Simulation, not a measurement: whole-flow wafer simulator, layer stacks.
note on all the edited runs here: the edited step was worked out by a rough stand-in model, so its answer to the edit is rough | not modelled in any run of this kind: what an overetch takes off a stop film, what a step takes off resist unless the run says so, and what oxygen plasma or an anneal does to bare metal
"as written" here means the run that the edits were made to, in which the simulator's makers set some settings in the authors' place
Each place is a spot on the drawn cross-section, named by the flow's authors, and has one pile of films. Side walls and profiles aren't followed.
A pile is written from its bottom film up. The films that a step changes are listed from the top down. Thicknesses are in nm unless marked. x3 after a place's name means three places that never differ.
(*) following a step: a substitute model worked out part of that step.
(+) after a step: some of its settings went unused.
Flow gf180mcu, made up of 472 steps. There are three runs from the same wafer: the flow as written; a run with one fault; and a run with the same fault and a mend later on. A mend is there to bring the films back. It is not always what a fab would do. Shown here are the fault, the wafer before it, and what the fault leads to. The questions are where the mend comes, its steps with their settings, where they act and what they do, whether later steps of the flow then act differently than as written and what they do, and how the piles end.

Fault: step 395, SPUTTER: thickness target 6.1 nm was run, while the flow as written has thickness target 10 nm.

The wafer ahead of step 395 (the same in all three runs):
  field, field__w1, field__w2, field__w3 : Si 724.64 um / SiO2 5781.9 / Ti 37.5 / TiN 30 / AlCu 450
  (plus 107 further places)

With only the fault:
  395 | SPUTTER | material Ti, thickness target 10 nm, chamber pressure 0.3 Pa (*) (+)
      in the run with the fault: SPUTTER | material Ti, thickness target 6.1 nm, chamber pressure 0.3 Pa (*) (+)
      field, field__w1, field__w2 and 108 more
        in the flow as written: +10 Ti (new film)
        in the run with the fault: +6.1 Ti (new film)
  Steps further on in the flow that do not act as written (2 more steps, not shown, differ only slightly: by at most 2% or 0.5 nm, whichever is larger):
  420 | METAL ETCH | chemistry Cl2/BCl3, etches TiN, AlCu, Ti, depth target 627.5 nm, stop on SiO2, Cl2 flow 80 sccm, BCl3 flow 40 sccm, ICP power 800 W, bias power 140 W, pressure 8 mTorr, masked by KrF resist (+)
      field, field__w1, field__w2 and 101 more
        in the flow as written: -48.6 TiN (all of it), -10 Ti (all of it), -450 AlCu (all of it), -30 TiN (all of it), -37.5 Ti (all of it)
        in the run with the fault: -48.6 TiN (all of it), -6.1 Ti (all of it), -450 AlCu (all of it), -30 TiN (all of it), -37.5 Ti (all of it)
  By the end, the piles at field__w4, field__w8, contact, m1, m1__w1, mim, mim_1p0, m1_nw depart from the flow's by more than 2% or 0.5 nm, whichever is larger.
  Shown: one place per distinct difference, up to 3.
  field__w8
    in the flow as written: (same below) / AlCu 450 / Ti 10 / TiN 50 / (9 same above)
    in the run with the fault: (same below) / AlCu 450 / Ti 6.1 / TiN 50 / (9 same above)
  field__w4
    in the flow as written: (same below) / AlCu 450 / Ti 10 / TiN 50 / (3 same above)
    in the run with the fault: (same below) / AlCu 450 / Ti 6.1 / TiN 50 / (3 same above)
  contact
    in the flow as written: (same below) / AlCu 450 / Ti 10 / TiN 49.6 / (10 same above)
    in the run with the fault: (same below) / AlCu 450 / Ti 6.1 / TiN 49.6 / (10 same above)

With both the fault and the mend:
  After step 395 comes the mend.
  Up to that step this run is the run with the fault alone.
  395a | SPUTTER | material Ti, thickness target 3.9 nm, chamber pressure 0.3 Pa (*) (+) (the flow's step 395, run once more with other settings)
      field, field__w1, field__w2 and 108 more
        +3.9 Ti
  Later steps of the flow that are run all act as written at every place that is followed.
  The piles end the same as the flow's at every place that both follow.
